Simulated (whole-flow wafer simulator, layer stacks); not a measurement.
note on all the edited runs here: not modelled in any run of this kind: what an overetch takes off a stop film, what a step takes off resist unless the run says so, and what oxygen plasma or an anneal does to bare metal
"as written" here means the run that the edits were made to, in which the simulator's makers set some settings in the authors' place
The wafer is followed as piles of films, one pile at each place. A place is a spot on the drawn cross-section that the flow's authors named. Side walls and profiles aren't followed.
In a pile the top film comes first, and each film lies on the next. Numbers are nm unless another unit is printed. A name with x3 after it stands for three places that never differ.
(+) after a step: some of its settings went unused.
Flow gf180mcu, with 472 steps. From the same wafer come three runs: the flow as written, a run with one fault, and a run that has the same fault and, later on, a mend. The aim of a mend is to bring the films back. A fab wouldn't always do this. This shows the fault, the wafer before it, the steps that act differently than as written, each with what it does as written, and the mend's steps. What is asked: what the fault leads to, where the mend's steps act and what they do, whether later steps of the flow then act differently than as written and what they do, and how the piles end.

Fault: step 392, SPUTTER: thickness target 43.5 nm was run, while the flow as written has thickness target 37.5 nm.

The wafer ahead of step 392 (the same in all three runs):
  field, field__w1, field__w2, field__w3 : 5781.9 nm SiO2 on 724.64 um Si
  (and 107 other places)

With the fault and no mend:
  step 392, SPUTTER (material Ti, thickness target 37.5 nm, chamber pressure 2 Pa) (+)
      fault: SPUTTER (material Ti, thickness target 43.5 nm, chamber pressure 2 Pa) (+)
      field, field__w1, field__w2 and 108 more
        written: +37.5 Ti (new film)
        fault: +43.5 Ti (new film)
  Steps further on in the flow that do not act as written (1 other step is not shown; it differs only slightly, by no more than 2% or 0.5 nm, whichever is larger):
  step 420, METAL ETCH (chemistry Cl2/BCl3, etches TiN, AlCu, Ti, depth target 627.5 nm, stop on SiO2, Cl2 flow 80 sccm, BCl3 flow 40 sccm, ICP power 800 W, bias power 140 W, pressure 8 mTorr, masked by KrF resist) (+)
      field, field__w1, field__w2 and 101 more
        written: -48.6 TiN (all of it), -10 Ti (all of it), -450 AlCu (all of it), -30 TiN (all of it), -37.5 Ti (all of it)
        fault: -48.6 TiN (all of it), -10 Ti (all of it), -450 AlCu (all of it), -30 TiN (all of it), -43.5 Ti (all of it)
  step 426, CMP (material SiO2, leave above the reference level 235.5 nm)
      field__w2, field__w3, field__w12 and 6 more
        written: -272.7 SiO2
        fault: -266.4 SiO2
  At field__w4, field__w8, contact, m1, m1__w1, mim, mim_1p0, m1_nw, the piles at the end differ from the flow's by more than 2% or 0.5 nm, whichever is larger.
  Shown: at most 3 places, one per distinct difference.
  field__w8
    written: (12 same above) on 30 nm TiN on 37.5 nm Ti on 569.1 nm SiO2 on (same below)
    fault: (12 same above) on 30 nm TiN on 43.5 nm Ti on 569.1 nm SiO2 on (same below)
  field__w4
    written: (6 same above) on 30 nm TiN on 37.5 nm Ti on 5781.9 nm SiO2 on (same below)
    fault: (6 same above) on 30 nm TiN on 43.5 nm Ti on 5781.9 nm SiO2 on (same below)
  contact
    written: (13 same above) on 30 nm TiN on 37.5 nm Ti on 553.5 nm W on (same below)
    fault: (13 same above) on 30 nm TiN on 43.5 nm Ti on 553.5 nm W on (same below)

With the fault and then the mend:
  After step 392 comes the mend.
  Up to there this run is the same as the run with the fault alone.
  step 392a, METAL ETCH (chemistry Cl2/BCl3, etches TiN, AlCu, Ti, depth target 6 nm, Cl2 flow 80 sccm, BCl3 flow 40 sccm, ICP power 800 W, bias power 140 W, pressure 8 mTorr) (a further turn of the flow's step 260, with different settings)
      field, field__w1, field__w2 and 108 more
        -6 Ti
  None of the later steps of the flow acts differently than as written at any place that is followed.
  The piles end the same as the flow's at every place that both follow.
